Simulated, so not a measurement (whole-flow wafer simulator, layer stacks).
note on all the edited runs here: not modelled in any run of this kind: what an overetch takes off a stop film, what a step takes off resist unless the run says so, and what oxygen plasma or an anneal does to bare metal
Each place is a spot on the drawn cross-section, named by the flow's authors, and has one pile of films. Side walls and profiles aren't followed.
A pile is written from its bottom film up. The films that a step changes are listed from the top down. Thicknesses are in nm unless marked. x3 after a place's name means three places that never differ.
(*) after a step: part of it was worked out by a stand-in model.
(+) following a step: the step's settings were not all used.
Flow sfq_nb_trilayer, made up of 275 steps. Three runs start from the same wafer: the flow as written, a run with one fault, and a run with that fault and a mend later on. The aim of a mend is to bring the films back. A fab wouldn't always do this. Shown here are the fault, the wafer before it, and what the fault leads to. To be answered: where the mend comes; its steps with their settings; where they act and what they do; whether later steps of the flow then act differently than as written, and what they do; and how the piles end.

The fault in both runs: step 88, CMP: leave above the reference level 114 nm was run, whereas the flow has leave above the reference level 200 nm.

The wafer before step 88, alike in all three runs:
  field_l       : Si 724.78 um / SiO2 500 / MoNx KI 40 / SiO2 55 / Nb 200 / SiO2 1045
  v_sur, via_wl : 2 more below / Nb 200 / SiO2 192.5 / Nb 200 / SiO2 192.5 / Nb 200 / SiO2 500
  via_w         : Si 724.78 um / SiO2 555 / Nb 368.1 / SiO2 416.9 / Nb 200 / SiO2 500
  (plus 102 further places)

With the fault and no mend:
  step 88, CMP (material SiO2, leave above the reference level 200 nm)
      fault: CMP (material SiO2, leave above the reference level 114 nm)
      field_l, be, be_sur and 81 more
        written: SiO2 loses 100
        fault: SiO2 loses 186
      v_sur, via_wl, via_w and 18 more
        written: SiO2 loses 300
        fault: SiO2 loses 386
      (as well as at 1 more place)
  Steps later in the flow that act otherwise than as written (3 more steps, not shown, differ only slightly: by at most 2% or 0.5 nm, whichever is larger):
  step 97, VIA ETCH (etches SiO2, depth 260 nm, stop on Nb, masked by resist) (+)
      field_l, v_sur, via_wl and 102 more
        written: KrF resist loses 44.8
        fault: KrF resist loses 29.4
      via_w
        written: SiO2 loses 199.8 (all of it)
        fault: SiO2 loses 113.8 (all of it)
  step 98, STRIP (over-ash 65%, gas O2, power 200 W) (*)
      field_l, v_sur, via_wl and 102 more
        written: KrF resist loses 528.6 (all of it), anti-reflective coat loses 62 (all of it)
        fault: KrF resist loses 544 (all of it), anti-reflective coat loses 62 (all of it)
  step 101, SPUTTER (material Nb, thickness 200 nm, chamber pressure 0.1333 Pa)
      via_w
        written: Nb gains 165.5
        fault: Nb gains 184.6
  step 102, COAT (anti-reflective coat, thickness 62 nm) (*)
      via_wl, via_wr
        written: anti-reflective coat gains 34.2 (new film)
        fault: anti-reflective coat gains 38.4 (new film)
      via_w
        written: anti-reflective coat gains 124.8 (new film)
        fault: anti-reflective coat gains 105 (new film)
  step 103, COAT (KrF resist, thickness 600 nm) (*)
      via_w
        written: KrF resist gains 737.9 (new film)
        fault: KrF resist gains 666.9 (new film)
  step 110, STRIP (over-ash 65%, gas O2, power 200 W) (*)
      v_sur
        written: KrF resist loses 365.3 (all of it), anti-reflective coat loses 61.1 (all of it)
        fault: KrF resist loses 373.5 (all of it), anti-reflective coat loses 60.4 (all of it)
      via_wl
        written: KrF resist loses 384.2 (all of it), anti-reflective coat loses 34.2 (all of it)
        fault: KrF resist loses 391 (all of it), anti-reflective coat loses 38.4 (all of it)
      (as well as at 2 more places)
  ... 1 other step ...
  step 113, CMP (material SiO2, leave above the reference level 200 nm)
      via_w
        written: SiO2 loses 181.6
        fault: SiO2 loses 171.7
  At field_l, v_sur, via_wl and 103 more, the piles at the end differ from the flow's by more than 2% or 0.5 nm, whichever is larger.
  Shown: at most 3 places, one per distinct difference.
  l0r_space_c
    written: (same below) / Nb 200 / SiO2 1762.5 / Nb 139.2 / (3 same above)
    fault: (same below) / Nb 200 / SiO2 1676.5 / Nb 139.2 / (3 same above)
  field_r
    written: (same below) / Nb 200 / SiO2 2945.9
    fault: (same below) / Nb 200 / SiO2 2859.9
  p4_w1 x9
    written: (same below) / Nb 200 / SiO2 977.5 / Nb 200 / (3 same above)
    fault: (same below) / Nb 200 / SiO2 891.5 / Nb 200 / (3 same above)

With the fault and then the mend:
  The mend stands after step 89.
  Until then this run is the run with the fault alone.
  step 89a, PECVD (material SiO2, thickness 86 nm, 150 C, 19.11 s, RF power 183.3 W, pressure 2.4 Torr, precursor SiH4/N2O) (a further turn of the flow's step 87, with different settings)
      field_l, v_sur, via_wl and 103 more
        SiO2 gains 86
  Later steps of the flow that are run all act as written at every place that is followed.
  At every place that both follow, the piles at the end match the flow's.
